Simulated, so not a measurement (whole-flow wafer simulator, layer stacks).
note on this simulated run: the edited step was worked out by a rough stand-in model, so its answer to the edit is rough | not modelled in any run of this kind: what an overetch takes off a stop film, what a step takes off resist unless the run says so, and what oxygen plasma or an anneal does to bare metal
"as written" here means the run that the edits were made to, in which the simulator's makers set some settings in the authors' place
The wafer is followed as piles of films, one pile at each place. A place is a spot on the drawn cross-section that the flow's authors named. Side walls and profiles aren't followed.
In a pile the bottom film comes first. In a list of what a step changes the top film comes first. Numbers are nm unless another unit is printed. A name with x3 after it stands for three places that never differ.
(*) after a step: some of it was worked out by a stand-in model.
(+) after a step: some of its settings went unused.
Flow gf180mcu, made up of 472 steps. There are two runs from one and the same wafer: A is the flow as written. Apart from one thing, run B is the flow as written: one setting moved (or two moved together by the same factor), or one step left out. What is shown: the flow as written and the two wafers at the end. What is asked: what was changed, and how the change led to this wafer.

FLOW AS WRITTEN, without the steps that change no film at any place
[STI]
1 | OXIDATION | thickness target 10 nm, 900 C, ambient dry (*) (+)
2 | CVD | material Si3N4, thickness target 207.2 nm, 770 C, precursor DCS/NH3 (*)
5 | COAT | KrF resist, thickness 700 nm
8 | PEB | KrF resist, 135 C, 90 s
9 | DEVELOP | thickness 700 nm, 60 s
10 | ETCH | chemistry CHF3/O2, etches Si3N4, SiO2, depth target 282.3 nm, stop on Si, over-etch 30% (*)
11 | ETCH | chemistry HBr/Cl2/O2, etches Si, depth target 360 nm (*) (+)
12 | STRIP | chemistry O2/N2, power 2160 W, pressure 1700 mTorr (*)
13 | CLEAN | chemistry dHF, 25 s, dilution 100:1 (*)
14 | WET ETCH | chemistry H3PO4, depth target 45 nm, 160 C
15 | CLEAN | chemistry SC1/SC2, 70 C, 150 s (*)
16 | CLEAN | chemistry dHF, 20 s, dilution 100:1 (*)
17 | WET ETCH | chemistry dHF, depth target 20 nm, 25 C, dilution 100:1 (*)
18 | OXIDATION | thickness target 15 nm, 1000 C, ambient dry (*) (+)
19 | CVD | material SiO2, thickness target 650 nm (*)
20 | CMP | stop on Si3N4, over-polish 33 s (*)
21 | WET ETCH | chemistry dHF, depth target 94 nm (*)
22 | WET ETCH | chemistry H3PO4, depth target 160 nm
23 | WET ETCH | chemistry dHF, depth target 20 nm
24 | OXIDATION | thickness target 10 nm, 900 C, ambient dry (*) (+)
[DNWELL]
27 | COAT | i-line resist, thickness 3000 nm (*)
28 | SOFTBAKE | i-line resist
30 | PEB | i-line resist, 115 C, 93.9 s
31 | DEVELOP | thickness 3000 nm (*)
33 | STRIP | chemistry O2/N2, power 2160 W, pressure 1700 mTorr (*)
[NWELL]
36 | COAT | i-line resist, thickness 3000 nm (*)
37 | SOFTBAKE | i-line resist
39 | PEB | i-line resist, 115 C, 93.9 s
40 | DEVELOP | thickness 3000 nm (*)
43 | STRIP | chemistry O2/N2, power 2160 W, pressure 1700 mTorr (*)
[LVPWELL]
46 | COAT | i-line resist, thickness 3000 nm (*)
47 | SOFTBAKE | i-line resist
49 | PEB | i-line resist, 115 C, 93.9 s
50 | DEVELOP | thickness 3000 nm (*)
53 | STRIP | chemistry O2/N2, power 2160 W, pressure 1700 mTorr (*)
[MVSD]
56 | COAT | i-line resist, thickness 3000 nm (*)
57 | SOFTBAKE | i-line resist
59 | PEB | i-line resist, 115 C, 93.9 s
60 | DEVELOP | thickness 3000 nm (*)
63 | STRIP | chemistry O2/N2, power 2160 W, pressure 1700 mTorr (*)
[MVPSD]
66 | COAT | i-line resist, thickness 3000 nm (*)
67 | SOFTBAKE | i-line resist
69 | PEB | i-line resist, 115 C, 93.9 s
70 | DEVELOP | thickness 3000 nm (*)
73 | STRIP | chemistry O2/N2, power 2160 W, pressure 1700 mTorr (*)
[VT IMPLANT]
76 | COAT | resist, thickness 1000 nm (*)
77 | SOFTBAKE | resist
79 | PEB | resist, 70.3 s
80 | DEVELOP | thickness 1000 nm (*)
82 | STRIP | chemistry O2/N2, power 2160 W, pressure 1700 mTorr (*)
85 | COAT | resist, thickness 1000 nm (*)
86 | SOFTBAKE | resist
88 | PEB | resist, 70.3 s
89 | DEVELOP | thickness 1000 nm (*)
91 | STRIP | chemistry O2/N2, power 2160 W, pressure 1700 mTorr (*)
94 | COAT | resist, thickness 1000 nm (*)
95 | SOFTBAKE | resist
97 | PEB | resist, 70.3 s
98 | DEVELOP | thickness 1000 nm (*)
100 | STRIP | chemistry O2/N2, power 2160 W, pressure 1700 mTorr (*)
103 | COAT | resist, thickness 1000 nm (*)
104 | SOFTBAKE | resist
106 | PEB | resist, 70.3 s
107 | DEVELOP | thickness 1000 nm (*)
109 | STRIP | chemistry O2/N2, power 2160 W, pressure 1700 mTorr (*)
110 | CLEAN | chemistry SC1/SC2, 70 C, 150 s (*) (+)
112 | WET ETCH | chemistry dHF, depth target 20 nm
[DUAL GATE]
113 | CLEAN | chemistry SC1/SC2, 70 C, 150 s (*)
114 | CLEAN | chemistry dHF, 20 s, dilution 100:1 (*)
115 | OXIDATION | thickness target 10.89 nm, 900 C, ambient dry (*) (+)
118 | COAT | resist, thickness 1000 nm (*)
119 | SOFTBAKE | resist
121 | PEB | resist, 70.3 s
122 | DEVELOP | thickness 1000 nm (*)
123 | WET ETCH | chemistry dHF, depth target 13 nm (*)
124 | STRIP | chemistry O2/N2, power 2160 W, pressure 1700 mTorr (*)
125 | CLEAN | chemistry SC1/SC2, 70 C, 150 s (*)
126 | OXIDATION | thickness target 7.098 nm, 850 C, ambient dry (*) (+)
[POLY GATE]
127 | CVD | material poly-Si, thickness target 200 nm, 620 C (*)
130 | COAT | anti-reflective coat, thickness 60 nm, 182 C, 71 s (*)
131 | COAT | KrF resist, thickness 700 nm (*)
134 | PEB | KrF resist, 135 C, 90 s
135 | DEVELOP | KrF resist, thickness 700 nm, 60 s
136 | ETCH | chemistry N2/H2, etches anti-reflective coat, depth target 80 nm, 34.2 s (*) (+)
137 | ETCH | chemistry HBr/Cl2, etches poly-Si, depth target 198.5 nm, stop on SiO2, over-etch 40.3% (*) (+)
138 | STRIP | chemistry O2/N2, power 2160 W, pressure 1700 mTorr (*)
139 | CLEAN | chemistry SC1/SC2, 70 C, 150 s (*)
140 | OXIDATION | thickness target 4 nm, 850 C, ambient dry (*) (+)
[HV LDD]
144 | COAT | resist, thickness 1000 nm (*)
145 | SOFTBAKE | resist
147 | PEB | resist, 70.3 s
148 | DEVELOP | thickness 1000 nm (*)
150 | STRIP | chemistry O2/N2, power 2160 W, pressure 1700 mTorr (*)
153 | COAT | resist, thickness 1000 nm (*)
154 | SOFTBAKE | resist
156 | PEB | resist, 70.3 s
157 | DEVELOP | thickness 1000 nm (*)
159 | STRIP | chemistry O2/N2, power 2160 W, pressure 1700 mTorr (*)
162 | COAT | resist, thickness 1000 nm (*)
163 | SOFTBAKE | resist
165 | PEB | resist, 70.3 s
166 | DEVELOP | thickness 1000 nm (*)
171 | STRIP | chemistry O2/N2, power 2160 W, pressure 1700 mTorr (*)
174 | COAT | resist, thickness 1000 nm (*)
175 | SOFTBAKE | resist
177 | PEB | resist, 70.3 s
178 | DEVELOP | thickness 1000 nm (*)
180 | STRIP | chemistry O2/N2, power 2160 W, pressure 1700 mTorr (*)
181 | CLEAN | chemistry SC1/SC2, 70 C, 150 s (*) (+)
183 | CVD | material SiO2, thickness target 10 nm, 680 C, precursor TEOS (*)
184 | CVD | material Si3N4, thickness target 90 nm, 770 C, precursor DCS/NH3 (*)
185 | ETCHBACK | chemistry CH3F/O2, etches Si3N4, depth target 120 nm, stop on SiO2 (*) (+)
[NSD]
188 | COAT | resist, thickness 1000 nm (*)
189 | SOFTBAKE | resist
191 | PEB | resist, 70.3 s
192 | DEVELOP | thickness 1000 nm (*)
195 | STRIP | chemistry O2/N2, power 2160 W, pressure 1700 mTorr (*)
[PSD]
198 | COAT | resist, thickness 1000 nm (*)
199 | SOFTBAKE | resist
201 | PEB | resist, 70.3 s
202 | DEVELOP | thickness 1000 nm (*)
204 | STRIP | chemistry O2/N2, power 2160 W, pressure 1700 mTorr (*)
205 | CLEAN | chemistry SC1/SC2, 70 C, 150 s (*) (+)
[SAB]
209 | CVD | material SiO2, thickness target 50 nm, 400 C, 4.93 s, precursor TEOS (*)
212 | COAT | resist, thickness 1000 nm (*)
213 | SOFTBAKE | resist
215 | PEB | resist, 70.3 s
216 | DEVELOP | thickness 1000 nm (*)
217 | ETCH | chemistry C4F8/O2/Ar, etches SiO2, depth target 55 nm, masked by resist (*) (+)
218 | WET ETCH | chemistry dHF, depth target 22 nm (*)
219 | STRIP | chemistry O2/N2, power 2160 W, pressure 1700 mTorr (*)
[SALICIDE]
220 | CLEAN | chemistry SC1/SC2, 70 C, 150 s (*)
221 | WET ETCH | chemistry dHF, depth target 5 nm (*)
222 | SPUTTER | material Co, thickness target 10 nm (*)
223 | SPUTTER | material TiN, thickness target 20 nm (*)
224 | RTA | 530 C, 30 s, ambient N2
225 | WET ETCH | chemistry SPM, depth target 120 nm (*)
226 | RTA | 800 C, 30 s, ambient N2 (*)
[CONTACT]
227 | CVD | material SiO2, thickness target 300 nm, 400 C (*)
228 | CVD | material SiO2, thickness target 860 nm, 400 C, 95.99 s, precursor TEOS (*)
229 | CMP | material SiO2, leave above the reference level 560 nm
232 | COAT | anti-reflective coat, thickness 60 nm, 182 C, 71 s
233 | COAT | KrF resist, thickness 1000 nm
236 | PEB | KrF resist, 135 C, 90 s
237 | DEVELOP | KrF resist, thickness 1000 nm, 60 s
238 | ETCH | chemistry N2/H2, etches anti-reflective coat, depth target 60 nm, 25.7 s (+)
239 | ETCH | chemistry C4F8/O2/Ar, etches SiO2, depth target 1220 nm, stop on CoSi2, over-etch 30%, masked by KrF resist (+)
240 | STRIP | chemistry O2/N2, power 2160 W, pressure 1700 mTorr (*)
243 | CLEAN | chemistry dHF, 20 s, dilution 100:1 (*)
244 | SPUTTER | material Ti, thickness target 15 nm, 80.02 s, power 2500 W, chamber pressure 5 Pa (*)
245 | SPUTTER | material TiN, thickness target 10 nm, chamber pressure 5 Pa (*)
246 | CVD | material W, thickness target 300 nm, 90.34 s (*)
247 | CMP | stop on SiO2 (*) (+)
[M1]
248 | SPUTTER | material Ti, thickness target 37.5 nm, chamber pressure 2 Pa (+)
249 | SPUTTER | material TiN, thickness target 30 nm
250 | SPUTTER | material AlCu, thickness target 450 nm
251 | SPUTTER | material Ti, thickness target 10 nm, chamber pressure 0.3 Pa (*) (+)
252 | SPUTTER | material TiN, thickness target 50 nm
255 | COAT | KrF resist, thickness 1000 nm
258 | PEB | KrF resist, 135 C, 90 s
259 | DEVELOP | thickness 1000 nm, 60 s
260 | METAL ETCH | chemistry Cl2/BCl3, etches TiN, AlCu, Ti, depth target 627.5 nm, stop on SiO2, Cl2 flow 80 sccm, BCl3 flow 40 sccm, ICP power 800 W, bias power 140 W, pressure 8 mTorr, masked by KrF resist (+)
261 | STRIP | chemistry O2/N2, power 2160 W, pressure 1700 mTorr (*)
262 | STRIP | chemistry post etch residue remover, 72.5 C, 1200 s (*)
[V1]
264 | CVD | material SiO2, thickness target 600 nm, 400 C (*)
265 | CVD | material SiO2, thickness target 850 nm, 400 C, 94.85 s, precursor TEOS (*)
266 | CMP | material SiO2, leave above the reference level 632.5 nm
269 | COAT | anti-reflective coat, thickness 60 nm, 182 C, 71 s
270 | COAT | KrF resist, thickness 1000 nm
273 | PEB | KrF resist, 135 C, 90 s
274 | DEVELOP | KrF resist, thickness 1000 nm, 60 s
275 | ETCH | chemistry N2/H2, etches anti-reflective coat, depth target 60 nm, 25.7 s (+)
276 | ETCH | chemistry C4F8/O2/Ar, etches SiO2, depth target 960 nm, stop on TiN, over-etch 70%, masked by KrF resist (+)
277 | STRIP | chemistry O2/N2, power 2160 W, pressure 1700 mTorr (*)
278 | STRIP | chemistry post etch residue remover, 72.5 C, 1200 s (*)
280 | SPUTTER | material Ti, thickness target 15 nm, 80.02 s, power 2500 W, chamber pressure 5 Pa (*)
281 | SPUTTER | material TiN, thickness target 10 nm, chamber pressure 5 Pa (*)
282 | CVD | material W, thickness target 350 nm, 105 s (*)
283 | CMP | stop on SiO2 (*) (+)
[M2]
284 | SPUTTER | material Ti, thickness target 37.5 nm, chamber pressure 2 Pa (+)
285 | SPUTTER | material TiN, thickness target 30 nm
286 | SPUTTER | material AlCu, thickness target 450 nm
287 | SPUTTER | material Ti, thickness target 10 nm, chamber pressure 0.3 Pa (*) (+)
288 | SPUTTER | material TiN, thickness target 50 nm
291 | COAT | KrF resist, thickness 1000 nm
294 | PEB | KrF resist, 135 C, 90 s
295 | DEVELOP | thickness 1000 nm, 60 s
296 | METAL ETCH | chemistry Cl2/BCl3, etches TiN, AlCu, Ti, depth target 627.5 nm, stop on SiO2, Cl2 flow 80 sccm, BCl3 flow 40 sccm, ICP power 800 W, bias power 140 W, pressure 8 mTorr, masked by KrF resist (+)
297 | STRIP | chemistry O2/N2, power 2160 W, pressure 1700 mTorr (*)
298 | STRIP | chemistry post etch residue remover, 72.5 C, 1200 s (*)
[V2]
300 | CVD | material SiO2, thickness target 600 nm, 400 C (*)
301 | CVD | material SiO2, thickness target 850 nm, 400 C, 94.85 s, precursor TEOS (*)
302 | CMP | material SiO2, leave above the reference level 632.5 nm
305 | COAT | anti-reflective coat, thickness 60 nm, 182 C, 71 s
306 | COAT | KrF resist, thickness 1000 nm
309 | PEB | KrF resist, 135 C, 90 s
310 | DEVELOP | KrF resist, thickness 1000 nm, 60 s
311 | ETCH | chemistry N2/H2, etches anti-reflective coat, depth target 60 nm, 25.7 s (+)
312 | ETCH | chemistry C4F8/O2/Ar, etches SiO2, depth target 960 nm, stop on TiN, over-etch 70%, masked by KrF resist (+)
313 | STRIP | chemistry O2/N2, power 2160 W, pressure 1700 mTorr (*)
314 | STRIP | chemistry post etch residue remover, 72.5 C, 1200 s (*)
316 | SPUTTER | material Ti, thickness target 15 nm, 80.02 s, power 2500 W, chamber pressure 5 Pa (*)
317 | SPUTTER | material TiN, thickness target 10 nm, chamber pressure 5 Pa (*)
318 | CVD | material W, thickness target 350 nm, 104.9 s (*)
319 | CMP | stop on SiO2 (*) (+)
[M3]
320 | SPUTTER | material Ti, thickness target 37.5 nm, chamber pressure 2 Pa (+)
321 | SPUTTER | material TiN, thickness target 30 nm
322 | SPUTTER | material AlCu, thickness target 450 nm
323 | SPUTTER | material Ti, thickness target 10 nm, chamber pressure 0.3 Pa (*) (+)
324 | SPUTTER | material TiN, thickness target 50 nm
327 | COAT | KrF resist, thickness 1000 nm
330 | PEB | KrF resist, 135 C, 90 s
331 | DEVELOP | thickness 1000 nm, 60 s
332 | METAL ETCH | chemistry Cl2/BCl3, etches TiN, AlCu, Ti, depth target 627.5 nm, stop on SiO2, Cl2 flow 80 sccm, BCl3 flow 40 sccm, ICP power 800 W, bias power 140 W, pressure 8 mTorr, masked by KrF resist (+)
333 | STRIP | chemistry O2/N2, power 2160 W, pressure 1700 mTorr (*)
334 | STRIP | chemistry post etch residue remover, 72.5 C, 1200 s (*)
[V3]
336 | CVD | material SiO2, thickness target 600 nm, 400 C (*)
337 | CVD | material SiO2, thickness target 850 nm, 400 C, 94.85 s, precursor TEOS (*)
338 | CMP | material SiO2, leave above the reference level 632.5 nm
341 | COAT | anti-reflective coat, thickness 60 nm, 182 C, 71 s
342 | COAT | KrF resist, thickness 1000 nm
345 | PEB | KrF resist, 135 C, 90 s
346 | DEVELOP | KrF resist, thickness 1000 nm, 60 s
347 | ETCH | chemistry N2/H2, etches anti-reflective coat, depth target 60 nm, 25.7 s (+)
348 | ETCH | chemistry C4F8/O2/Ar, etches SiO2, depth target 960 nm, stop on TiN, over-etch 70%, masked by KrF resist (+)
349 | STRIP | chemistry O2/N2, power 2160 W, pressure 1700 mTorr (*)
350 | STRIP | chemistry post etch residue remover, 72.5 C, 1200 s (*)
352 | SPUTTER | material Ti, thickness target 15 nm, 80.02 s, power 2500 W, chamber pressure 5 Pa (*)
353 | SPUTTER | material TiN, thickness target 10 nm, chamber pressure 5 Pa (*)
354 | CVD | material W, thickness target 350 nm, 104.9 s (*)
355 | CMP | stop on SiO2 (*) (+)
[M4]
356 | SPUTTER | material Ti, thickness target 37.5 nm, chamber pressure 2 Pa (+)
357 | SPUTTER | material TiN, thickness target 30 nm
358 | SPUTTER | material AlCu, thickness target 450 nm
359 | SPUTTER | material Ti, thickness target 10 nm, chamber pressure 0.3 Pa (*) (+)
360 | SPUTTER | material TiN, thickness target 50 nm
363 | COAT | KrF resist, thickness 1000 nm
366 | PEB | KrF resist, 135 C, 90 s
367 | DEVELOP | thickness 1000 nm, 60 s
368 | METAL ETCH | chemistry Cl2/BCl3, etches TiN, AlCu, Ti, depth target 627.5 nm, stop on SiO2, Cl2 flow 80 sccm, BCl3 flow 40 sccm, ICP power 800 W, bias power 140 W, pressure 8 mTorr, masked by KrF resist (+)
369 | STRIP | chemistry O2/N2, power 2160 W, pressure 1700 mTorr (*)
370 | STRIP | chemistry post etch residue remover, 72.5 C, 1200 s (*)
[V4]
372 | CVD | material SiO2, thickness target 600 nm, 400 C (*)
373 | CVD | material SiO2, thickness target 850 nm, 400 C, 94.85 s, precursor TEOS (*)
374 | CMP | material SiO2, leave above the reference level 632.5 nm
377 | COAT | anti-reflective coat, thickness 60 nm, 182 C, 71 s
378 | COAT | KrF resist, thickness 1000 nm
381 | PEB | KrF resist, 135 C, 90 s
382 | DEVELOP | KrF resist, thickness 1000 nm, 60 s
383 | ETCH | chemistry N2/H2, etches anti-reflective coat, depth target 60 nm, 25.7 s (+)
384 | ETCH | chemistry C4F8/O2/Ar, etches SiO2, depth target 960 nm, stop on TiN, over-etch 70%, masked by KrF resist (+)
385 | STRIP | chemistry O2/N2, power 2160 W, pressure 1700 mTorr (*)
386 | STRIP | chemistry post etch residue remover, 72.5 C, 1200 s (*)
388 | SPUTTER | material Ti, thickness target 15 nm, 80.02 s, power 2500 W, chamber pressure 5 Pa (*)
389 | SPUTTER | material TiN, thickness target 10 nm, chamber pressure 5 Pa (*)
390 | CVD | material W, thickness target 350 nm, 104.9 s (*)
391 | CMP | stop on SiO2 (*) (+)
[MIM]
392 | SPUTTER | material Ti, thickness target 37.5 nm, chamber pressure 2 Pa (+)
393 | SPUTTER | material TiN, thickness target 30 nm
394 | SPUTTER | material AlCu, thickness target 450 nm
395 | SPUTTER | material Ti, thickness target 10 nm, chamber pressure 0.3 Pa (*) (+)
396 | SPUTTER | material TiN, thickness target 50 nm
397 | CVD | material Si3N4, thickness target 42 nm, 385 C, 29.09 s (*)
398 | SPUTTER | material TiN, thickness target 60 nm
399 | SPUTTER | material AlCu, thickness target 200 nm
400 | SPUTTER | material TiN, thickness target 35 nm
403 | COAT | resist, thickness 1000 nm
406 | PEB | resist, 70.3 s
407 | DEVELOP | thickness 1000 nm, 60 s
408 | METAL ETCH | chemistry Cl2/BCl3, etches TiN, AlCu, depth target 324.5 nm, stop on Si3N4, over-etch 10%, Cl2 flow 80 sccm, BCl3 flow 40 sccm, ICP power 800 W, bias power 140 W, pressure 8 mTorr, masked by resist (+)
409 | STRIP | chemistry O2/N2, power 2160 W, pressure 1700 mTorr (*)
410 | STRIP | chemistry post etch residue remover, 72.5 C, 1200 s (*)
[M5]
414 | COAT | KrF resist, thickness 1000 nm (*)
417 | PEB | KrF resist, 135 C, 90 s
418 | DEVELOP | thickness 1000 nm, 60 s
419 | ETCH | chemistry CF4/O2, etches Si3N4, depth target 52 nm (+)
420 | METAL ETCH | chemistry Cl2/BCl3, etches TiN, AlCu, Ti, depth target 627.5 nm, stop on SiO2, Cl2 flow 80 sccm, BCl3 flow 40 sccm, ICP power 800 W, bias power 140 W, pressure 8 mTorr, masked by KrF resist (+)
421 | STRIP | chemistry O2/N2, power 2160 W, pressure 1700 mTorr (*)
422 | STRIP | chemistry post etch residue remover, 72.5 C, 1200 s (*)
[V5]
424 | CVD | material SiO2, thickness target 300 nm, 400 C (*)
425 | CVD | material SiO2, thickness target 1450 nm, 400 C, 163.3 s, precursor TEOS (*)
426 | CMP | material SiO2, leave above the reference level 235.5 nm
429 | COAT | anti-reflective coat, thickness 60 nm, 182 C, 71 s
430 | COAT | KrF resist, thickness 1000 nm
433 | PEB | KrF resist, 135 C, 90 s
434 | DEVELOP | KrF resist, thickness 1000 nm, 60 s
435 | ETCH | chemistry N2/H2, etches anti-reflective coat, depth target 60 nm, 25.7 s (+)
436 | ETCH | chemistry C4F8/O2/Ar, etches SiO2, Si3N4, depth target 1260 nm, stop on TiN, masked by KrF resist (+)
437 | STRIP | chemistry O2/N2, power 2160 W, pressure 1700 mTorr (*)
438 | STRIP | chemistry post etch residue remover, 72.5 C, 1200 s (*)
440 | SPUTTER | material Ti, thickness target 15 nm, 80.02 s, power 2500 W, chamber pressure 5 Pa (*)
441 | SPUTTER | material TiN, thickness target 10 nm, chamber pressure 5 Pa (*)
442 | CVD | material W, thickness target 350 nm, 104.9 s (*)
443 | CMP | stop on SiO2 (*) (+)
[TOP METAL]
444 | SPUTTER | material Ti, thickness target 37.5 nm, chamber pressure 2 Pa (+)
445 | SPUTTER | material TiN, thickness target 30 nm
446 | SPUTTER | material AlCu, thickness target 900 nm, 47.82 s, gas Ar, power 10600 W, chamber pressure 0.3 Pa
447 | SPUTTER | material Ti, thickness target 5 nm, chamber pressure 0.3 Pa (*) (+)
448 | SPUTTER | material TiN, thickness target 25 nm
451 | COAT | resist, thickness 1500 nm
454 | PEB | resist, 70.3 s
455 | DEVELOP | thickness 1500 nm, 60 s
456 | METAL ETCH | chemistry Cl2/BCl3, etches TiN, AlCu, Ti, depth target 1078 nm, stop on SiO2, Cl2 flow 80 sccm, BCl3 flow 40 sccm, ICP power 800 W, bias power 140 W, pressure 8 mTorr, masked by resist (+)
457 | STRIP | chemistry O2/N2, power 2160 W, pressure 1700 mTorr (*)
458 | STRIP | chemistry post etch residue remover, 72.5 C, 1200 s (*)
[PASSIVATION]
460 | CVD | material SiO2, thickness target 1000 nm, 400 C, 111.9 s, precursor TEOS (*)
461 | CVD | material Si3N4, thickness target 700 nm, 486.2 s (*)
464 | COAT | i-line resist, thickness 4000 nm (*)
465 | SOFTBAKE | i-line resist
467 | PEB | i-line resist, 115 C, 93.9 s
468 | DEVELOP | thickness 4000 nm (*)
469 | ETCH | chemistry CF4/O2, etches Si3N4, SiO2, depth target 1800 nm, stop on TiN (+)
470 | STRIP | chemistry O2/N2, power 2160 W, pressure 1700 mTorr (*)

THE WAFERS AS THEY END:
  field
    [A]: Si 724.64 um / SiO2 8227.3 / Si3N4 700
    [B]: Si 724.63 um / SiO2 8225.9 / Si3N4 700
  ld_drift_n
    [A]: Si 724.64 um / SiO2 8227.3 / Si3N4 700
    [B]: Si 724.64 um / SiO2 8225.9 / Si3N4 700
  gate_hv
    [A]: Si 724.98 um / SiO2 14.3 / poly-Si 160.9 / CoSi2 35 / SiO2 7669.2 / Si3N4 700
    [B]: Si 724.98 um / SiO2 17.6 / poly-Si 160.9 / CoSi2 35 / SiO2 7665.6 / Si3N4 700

What caused this: step 126, OXIDATION: thickness target 11 nm was run, whereas the flow has thickness target 7.098 nm.

Step by step, how the change led to this:
  126 | OXIDATION | thickness target 7.098 nm, 850 C, ambient dry (*) (+)
      gate_hv, active_hv, active_nat and 25 more: A SiO2 gains 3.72, Si loses 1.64 | B SiO2 gains 7.07, Si loses 3.11
      ld_fp_n, ld_drift_n, ld_fp_p and 13 more: A SiO2 gains 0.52, Si loses 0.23 | B SiO2 gains 1.09, Si loses 0.48
      (and at 48 other places as well)
  130 | COAT | anti-reflective coat, thickness 60 nm, 182 C, 71 s (*)
      nplus_u: A anti-reflective coat gains 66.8 (new film) | B anti-reflective coat gains 65.4 (new film)
      pplus_u: A anti-reflective coat gains 67.1 (new film) | B anti-reflective coat gains 65.7 (new film)
  136 | ETCH | chemistry N2/H2, etches anti-reflective coat, depth target 80 nm, 34.2 s (*) (+)
      nplus_u: A anti-reflective coat loses 66.8 (all of it), poly-Si loses 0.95 | B anti-reflective coat loses 65.4 (all of it), poly-Si loses 0.99
      pplus_u: A anti-reflective coat loses 67.1 (all of it), poly-Si loses 0.95 | B anti-reflective coat loses 65.7 (all of it), poly-Si loses 0.98
  189 | SOFTBAKE | resist
      active_hv: A resist gains 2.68 | B resist loses 0.53
      nw_enc_fld_lv__w3: A resist gains 2.11 | B resist loses 1.6
      (and at 1 other place as well)
  199 | SOFTBAKE | resist
      active_hv: A resist gains 2.68 | B resist loses 0.53
      nw_enc_fld_lv__w3: A resist gains 2.11 | B resist loses 1.6
      (and at 1 other place as well)
  218 | WET ETCH | chemistry dHF, depth target 22 nm (*)
      active, p_well, sd_n, iso_ptap_pw, iso_ntap_nw, iso_ptap_sub, vpnp_e: A SiO2 loses 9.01 (all of it) | B SiO2 loses 12.7 (all of it)
      ldn_tap, ldn_src, ldn_drn, ldp_tap, ldp_src, ldp_drn, ldp_gr: A SiO2 loses 16 (all of it) | B SiO2 loses 19.2 (all of it)
      (and at 9 other places as well)
